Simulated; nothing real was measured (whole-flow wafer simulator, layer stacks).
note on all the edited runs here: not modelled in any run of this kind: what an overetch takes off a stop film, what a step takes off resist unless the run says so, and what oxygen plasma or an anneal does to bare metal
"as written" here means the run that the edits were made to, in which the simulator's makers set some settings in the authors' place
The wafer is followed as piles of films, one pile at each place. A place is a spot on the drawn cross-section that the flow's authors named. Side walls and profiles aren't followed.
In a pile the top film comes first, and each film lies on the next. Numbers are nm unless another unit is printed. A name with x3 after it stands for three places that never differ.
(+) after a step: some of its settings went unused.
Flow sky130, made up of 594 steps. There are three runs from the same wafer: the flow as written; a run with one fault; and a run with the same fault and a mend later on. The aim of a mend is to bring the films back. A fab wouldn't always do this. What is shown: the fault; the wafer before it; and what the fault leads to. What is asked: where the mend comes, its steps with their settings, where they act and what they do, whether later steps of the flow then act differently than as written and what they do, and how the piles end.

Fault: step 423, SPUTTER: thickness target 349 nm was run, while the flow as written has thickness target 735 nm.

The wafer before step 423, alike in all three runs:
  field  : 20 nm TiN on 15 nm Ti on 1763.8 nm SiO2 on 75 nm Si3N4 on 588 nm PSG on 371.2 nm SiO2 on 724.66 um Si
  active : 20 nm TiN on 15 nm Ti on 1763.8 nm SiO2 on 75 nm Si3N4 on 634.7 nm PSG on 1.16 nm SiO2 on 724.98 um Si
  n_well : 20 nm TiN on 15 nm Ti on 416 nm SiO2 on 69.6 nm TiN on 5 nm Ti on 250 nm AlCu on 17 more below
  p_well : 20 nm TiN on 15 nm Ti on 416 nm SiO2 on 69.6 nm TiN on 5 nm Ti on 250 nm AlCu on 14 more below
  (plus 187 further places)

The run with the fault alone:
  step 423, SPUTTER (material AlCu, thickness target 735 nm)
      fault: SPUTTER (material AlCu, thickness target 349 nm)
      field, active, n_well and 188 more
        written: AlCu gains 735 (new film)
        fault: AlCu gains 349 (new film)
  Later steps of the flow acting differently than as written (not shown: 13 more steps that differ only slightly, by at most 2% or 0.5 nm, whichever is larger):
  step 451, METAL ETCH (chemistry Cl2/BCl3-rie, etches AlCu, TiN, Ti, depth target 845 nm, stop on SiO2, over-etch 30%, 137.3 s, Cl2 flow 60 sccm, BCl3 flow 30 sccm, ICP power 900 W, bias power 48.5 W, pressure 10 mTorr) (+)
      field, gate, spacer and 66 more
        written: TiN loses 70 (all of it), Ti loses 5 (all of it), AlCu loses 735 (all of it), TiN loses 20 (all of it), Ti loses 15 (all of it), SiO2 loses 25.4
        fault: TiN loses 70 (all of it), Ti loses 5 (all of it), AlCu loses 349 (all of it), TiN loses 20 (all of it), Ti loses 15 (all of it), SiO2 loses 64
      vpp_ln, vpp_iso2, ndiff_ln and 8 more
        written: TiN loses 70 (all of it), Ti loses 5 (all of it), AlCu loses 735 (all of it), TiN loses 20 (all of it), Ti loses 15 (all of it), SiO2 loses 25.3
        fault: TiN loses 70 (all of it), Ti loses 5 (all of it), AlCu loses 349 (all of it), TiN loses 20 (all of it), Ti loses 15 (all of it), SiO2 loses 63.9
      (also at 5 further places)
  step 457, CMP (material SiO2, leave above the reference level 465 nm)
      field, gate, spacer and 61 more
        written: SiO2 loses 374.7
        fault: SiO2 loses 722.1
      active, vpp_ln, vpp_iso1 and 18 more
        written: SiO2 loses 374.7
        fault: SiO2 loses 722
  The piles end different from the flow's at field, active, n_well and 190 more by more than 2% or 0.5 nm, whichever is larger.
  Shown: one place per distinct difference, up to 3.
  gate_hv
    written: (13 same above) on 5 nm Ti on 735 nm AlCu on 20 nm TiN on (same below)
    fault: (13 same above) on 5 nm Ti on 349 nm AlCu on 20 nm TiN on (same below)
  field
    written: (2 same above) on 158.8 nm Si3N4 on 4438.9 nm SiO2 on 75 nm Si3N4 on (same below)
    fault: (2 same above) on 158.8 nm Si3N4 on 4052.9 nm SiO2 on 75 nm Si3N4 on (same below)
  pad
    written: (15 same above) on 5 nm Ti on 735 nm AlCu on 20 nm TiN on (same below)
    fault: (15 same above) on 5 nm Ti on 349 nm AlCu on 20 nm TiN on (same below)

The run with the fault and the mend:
  After step 423 comes the mend.
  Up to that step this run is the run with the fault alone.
  step 423a, SPUTTER (material AlCu, thickness target 386 nm) (the flow's step 423, run once more with other settings)
      field, active, n_well and 188 more
        AlCu gains 386
  Every later step of the flow that is run acts as written at every place that is followed.
  The piles end the same as the flow's at every place that both follow.
